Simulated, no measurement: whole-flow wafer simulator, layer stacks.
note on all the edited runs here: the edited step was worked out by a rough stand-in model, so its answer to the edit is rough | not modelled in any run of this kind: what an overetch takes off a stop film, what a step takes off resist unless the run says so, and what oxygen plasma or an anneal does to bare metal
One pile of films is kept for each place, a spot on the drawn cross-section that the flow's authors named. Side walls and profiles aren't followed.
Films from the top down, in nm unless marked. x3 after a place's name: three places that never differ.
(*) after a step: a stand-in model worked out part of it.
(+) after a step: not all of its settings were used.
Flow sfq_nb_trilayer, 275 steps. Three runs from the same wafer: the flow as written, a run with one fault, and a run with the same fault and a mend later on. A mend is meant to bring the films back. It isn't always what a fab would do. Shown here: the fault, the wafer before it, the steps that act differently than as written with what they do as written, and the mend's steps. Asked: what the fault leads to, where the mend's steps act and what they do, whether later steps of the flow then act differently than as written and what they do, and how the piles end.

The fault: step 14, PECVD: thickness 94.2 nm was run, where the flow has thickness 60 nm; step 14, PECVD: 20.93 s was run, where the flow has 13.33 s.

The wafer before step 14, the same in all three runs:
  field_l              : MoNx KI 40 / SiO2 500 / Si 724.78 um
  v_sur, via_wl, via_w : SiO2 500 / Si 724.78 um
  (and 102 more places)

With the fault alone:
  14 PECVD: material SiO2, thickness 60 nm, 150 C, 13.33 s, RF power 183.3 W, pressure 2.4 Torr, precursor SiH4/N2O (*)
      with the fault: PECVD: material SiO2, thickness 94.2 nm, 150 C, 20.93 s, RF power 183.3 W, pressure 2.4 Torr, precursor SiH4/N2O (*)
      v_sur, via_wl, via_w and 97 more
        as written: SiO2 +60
        with the fault: SiO2 +94.2
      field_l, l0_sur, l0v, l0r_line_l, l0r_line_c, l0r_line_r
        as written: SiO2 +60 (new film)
        with the fault: SiO2 +94.2 (new film)
  Later steps of the flow that act differently than as written (8 more steps differ only slightly, by at most 2% or 0.5 nm, whichever is larger, and aren't shown):
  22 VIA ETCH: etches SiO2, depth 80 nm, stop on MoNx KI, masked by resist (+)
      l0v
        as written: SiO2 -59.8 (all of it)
        with the fault: SiO2 -80
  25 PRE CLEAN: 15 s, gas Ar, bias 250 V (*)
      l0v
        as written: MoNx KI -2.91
        with the fault: SiO2 -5
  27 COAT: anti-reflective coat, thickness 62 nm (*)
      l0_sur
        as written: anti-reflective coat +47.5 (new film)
        with the fault: anti-reflective coat +45.9 (new film)
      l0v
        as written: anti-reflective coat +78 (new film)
        with the fault: anti-reflective coat +83.5 (new film)
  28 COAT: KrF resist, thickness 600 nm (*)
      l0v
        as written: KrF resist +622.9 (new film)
        with the fault: KrF resist +637.9 (new film)
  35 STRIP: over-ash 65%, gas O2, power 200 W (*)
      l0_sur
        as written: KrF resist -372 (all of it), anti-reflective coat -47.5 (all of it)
        with the fault: KrF resist -369.6 (all of it), anti-reflective coat -45.9 (all of it)
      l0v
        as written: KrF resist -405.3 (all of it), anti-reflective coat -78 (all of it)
        with the fault: KrF resist -420.2 (all of it), anti-reflective coat -83.5 (all of it)
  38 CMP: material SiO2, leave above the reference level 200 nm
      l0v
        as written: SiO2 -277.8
        with the fault: SiO2 -251.6
  At the end the piles differ from the flow's by more than 2% or 0.5 nm, whichever is larger, at field_l, v_sur, via_wl and 100 more.
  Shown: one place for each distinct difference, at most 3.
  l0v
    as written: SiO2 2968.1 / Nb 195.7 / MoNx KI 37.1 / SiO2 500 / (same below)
    with the fault: SiO2 2994.3 / Nb 191.8 / SiO2 9.05 / MoNx KI 40 / SiO2 500 / (same below)
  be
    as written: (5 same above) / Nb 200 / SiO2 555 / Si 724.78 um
    with the fault: (5 same above) / Nb 200 / SiO2 589.2 / Si 724.78 um
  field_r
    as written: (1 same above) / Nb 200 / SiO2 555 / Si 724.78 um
    with the fault: (1 same above) / Nb 200 / SiO2 589.2 / Si 724.78 um

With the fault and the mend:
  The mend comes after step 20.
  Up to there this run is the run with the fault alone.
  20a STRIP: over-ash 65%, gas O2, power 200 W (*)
      p4_fl x3, p4_w1 x9, p4_g1 x2 and 59 more
        KrF resist -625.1 (all of it), anti-reflective coat -62 (all of it)
      ce_l, c5j, ce_r, sp_r, be_r, r_sur
        KrF resist -632 (all of it), anti-reflective coat -63.7 (all of it)
      gap, jj_sur, res
        KrF resist -632.1 (all of it), anti-reflective coat -63.7 (all of it)
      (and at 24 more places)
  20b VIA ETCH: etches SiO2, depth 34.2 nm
      field_l, v_sur, via_wl and 103 more
        SiO2 -34.2
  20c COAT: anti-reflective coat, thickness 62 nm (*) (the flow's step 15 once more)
      p4_fl x3, p4_w1 x9, p4_g1 x2 and 59 more
        anti-reflective coat +62 (new film)
      be_sur, gap, jj_sur and 8 more
        anti-reflective coat +63.7 (new film)
      wire, be, moat, field_r
        anti-reflective coat +63.8 (new film)
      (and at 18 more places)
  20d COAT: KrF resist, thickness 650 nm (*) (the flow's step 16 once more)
      p4_fl x3, p4_w1 x9, p4_g1 x2 and 59 more
        KrF resist +650 (new film)
      ce_l, c5j, ce_r, sp_r, be_r
        KrF resist +656.9 (new film)
      gap, jj_sur, r_sur, res
        KrF resist +657 (new film)
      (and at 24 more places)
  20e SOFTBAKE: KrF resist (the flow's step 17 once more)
      changes no film at any place that is followed
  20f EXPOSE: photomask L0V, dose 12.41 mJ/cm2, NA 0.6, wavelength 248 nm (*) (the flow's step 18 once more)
      changes no film at any place that is followed
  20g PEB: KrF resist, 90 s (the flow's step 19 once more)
      p4_fl x3, p4_w1 x9, p4_g1 x2 and 59 more
        KrF resist -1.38
      via_v, wire, be and 15 more
        KrF resist -1.39
      v_sur, via_w, via_wr, via_sp, lsp_m, ln_m6, lsp_r
        KrF resist -1.4
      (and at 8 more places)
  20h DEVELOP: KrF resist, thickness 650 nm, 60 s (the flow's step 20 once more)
      field_l, v_sur, via_wl and 102 more
        KrF resist -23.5
      l0v
        KrF resist -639 (all of it)
  No later step of the flow acts differently than as written, at any place that is followed, by more than 2% or 0.5 nm, whichever is larger.
  At the end the piles are the same as the flow's at every place that both follow.
